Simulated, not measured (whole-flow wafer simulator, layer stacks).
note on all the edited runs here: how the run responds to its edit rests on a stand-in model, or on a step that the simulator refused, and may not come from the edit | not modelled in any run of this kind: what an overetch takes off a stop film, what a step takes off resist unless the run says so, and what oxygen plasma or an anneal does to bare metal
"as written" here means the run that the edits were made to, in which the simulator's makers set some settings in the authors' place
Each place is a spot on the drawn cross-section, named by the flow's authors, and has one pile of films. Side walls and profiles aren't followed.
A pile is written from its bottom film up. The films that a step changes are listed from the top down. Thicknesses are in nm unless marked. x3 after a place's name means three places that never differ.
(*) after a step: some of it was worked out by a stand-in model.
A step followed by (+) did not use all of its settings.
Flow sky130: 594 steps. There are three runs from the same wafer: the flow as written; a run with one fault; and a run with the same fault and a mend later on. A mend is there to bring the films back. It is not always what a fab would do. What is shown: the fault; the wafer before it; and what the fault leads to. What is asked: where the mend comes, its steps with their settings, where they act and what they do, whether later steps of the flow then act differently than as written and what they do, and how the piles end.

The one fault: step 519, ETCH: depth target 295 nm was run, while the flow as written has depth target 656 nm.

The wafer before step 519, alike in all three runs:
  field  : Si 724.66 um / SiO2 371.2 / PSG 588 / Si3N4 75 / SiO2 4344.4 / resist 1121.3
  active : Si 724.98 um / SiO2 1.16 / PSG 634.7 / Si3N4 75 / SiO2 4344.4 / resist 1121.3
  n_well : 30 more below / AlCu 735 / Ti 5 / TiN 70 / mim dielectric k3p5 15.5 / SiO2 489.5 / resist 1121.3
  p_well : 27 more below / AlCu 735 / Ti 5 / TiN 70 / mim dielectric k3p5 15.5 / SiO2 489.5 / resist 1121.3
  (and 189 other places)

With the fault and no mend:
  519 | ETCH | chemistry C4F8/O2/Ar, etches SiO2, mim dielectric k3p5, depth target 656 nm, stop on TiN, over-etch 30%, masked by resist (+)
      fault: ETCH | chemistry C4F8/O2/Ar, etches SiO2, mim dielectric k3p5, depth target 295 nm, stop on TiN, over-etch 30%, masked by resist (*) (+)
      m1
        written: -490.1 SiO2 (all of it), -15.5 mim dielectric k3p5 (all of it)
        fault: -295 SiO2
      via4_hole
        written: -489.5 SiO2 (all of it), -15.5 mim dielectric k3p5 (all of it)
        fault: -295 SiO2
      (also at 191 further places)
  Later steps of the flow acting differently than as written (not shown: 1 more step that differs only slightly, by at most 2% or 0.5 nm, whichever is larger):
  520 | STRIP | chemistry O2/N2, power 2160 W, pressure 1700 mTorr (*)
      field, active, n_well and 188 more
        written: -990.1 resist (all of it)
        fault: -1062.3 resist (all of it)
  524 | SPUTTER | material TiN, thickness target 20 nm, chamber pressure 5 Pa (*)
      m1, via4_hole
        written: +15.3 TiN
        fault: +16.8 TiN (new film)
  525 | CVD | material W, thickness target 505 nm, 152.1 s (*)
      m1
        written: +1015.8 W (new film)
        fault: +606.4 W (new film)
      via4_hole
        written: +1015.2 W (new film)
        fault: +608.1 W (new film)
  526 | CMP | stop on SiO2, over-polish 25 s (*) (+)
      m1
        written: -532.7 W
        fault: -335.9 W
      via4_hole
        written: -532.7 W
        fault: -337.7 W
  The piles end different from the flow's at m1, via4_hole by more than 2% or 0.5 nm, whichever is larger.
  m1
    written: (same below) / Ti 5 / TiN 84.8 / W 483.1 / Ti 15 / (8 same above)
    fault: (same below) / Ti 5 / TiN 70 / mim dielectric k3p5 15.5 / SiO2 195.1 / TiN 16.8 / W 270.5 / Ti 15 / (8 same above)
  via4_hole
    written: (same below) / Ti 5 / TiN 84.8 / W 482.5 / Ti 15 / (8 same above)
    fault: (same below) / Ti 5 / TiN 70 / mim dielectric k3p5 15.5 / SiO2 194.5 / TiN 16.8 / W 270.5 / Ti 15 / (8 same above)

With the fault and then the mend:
  The mend stands after step 519.
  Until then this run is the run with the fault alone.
  519a | ETCH | chemistry C4F8/O2/Ar, etches SiO2, mim dielectric k3p5, depth target 361 nm, stop on TiN, over-etch 30%, masked by resist (+) (a further turn of the flow's step 519, with different settings)
      field, active, n_well and 188 more
        -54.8 resist
      m1
        -195.1 SiO2 (all of it), -15.5 mim dielectric k3p5 (all of it)
      via4_hole
        -194.5 SiO2 (all of it), -15.5 mim dielectric k3p5 (all of it)
  Later steps of the flow that are run all act as written at every place that is followed, up to a difference of at most 2% or 0.5 nm, whichever is larger.
  By the end, the piles equal the flow's at every place that both follow.
